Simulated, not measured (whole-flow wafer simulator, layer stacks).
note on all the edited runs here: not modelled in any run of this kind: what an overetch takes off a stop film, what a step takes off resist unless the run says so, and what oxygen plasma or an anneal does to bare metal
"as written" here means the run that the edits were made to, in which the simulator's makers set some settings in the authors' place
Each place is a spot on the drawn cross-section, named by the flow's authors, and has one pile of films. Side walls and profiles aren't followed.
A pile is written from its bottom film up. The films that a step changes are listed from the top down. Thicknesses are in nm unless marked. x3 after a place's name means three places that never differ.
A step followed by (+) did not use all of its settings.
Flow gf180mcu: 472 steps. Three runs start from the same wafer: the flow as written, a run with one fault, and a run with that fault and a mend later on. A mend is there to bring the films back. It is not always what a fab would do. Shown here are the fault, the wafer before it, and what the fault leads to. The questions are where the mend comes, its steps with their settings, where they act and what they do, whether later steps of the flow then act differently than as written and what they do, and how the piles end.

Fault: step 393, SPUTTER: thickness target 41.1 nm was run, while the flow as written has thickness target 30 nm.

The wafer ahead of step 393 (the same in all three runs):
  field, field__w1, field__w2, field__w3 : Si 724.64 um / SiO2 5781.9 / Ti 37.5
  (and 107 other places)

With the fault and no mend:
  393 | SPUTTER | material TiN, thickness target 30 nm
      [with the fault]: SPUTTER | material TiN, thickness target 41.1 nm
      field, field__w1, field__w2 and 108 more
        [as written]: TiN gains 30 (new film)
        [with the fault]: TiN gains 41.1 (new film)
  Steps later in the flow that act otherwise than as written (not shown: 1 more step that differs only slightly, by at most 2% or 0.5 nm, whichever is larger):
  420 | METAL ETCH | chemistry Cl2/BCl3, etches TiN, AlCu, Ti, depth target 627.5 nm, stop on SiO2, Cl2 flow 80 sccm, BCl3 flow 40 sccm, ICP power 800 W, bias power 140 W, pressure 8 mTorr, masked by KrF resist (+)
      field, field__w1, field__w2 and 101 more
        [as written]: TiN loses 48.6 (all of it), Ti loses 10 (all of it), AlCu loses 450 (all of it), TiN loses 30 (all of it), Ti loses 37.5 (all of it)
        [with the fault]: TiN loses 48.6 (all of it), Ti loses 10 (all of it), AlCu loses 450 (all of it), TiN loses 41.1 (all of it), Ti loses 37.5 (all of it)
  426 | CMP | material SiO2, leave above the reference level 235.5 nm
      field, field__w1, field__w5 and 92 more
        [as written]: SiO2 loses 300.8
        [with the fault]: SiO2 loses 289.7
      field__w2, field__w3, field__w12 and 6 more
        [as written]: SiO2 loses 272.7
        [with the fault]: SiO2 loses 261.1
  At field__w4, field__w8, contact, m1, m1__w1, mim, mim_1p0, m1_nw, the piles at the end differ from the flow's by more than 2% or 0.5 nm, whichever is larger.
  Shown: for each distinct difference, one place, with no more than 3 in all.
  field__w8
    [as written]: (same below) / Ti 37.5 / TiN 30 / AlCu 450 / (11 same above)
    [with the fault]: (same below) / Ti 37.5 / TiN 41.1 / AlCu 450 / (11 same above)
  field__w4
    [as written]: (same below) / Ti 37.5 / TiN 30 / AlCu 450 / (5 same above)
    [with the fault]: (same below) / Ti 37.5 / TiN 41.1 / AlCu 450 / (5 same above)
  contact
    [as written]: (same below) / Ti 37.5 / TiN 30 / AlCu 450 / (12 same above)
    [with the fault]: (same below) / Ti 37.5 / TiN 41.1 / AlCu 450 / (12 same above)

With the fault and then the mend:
  After step 393 comes the mend.
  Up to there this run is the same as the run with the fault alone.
  393a | METAL ETCH | chemistry Cl2/BCl3, etches TiN, AlCu, Ti, depth target 11.1 nm, Cl2 flow 80 sccm, BCl3 flow 40 sccm, ICP power 800 W, bias power 140 W, pressure 8 mTorr (a further turn of the flow's step 260, with different settings)
      field, field__w1, field__w2 and 108 more
        TiN loses 11.1
  Later steps of the flow that are run all act as written at every place that is followed.
  By the end, the piles equal the flow's at every place that both follow.
